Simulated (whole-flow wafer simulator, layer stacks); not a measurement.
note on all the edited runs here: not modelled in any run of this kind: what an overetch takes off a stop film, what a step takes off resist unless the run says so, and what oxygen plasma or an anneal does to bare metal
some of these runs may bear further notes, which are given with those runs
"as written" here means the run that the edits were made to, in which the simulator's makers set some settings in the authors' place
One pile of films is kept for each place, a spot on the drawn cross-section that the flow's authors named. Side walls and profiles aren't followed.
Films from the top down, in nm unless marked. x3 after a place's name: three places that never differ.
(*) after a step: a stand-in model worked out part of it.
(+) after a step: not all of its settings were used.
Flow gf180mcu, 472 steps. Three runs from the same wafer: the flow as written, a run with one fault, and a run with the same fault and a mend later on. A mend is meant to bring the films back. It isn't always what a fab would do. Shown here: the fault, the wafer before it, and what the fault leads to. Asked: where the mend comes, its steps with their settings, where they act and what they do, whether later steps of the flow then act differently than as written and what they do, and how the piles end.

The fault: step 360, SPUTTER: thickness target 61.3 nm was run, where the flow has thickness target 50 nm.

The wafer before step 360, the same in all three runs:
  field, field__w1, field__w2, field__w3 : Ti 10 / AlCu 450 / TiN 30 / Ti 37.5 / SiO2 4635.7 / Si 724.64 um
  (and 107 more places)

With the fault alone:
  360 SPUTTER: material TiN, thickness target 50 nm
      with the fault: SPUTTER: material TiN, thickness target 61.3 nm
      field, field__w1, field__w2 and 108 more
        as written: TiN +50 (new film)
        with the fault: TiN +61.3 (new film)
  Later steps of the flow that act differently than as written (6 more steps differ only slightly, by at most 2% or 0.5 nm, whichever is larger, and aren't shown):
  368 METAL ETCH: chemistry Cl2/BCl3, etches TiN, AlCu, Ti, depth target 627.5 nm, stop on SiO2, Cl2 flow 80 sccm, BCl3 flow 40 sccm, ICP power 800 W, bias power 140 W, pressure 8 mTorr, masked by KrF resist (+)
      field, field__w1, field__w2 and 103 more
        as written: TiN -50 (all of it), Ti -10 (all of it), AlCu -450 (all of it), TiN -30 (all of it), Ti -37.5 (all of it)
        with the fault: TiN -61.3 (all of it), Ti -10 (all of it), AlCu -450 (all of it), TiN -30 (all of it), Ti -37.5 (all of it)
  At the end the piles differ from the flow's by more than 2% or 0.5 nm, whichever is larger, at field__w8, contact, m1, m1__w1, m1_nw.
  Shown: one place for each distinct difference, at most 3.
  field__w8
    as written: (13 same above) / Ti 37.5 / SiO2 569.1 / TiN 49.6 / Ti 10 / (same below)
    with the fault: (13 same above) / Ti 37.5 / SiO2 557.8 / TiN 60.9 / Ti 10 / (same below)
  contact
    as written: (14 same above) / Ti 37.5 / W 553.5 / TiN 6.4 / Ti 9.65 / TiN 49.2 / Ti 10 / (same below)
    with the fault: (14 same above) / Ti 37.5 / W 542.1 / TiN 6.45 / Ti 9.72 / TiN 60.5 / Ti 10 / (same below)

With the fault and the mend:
  The mend comes after step 367.
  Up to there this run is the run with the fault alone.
  367a STRIP: chemistry O2/N2, power 2160 W, pressure 1700 mTorr (*)
      field__w8, contact, m1, m1__w1, m1_nw
        KrF resist -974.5 (all of it)
  367b METAL ETCH: chemistry Cl2/BCl3, etches TiN, AlCu, Ti, depth target 11.3 nm, Cl2 flow 80 sccm, BCl3 flow 40 sccm, ICP power 800 W, bias power 140 W, pressure 8 mTorr (the flow's step 260 once more, with other settings)
      field, field__w1, field__w2 and 108 more
        TiN -11.3
  367c HMDS: 120 C, 60 s (the flow's step 362 once more)
      changes no film at any place that is followed
  367d COAT: KrF resist, thickness 1000 nm (the flow's step 363 once more)
      field, field__w1, field__w2 and 108 more
        KrF resist +1000 (new film)
  367e SOFTBAKE: KrF resist (the flow's step 364 once more)
      changes no film at any place that is followed
  367f EXPOSE: photomask Metal4 (the flow's step 365 once more)
      changes no film at any place that is followed
  367g PEB: KrF resist, 135 C, 90 s (the flow's step 366 once more)
      field, field__w1, field__w2 and 108 more
        KrF resist -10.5
  367h DEVELOP: thickness 1000 nm, 60 s (the flow's step 367 once more)
      field, field__w1, field__w2 and 103 more
        KrF resist -989.5 (all of it)
      field__w8, contact, m1, m1__w1, m1_nw
        KrF resist -14.9
  No later step of the flow acts differently than as written at any place that is followed.
  At the end the piles are the same as the flow's at every place that both follow.
